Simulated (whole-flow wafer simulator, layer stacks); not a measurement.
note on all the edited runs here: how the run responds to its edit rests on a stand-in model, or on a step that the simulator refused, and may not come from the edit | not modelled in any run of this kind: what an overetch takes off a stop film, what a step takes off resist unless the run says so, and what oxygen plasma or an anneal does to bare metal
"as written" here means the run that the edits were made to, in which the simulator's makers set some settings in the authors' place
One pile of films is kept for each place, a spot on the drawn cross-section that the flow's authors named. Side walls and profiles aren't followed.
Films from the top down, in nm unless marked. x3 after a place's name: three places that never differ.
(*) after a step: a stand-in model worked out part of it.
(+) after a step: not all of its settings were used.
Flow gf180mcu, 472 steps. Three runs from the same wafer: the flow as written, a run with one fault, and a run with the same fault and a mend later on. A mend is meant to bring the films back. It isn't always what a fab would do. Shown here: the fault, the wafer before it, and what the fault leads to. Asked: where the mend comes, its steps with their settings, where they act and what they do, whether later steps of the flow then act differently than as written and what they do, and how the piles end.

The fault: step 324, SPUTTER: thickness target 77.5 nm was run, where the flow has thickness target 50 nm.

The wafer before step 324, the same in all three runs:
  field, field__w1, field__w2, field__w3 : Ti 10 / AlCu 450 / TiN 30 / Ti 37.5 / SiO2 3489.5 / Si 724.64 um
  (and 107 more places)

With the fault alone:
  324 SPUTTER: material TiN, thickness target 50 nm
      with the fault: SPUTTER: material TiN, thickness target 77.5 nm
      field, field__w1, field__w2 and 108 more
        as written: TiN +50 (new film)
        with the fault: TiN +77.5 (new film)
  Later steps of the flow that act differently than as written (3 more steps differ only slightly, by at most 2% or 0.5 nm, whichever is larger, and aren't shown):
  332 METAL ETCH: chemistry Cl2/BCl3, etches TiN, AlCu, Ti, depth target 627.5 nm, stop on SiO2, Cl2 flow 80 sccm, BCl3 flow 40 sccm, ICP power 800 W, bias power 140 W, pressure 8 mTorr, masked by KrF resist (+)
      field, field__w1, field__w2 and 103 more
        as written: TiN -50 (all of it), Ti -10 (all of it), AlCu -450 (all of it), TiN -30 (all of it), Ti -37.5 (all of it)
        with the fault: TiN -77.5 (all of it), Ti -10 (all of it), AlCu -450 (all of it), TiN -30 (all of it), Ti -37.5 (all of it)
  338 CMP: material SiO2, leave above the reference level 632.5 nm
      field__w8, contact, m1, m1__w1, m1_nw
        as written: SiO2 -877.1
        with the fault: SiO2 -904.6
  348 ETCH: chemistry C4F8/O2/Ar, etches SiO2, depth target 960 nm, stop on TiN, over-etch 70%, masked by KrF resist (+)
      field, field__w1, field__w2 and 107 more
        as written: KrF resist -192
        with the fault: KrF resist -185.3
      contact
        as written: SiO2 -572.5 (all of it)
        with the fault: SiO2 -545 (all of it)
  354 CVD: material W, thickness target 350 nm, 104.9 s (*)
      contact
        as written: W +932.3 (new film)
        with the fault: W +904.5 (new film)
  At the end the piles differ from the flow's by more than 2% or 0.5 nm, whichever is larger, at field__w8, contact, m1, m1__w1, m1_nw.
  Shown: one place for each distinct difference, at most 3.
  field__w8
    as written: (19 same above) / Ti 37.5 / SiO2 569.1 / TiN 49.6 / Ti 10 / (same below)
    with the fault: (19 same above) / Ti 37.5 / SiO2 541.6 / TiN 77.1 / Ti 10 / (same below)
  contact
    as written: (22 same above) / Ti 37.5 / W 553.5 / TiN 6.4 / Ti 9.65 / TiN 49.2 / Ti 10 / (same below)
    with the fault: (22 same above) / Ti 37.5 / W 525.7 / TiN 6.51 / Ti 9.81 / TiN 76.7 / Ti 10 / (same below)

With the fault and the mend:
  The mend comes after step 331.
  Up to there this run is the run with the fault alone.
  331a STRIP: chemistry O2/N2, power 2160 W, pressure 1700 mTorr (*)
      field__w8, contact, m1, m1__w1, m1_nw
        KrF resist -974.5 (all of it)
  331b METAL ETCH: chemistry Cl2/BCl3, etches TiN, AlCu, Ti, depth target 27.5 nm, Cl2 flow 80 sccm, BCl3 flow 40 sccm, ICP power 800 W, bias power 140 W, pressure 8 mTorr (the flow's step 260 once more, with other settings)
      field, field__w1, field__w2 and 108 more
        TiN -27.5
  331c HMDS: 120 C, 60 s (the flow's step 326 once more)
      changes no film at any place that is followed
  331d COAT: KrF resist, thickness 1000 nm (the flow's step 327 once more)
      field, field__w1, field__w2 and 108 more
        KrF resist +1000 (new film)
  331e SOFTBAKE: KrF resist (the flow's step 328 once more)
      changes no film at any place that is followed
  331f EXPOSE: photomask Metal3 (the flow's step 329 once more)
      changes no film at any place that is followed
  331g PEB: KrF resist, 135 C, 90 s (the flow's step 330 once more)
      field, field__w1, field__w2 and 108 more
        KrF resist -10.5
  331h DEVELOP: thickness 1000 nm, 60 s (the flow's step 331 once more)
      field, field__w1, field__w2 and 103 more
        KrF resist -989.5 (all of it)
      field__w8, contact, m1, m1__w1, m1_nw
        KrF resist -14.9
  No later step of the flow acts differently than as written at any place that is followed.
  At the end the piles are the same as the flow's at every place that both follow.
